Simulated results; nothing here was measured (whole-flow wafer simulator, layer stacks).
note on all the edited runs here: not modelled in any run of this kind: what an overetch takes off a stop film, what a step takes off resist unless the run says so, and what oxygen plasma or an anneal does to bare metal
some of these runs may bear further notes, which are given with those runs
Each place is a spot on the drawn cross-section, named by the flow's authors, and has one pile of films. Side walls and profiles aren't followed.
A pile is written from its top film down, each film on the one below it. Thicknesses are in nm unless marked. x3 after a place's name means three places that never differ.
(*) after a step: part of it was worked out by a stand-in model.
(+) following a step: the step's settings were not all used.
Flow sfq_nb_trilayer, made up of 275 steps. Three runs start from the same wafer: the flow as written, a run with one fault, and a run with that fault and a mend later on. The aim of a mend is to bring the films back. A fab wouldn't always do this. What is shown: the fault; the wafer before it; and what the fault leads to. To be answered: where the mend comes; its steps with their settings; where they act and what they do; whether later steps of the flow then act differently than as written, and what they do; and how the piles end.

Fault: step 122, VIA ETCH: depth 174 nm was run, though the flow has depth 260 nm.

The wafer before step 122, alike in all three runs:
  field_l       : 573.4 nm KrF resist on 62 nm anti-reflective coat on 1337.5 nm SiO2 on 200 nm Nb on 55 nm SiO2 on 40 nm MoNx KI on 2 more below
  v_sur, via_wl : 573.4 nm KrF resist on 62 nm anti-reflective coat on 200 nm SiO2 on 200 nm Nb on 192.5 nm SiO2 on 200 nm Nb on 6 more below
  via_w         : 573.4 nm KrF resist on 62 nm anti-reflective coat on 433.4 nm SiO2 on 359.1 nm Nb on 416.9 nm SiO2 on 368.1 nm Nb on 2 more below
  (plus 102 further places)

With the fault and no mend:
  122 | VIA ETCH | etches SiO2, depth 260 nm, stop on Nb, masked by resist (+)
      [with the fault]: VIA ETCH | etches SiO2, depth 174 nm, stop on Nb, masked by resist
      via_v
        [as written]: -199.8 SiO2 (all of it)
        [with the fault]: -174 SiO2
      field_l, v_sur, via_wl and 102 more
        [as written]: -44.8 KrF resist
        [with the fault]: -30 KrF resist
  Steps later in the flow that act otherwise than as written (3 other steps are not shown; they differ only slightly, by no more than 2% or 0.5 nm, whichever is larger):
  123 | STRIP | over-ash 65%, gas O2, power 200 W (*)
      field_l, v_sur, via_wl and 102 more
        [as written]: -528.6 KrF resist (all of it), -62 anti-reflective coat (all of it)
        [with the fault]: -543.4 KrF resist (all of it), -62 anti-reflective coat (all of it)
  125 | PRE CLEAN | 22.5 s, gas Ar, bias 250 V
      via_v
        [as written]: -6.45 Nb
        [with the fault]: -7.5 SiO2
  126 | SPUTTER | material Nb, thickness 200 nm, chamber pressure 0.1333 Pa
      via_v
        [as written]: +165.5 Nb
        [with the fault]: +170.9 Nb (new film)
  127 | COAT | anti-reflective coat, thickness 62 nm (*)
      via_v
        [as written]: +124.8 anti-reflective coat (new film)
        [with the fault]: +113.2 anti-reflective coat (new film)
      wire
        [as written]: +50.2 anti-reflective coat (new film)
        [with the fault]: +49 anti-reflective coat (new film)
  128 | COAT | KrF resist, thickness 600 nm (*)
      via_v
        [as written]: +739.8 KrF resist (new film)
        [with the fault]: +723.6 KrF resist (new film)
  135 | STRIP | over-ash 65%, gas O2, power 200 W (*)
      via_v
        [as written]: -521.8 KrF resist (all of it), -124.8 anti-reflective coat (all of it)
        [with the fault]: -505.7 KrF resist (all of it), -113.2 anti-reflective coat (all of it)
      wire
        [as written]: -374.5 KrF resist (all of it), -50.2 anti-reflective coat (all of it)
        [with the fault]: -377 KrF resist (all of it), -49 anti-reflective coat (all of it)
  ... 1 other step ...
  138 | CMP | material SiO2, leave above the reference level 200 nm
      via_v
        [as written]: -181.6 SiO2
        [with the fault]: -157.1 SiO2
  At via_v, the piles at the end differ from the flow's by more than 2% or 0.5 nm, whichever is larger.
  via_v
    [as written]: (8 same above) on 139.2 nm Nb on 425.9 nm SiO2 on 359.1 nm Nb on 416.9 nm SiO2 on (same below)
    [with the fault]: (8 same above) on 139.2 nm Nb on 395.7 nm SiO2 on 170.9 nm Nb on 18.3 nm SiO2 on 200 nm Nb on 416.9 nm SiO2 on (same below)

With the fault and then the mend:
  The mend follows step 122.
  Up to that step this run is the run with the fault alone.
  122a | VIA ETCH | etches SiO2, depth 86 nm, stop on Nb, masked by resist (+) (a further turn of the flow's step 122, with different settings)
      field_l, v_sur, via_wl and 102 more
        -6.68 KrF resist
      via_v
        -25.8 SiO2 (all of it)
  Every later step of the flow that is run acts as written, at every place that is followed, to within 2% or 0.5 nm, whichever is larger.
  The piles end the same as the flow's at every place that both follow.
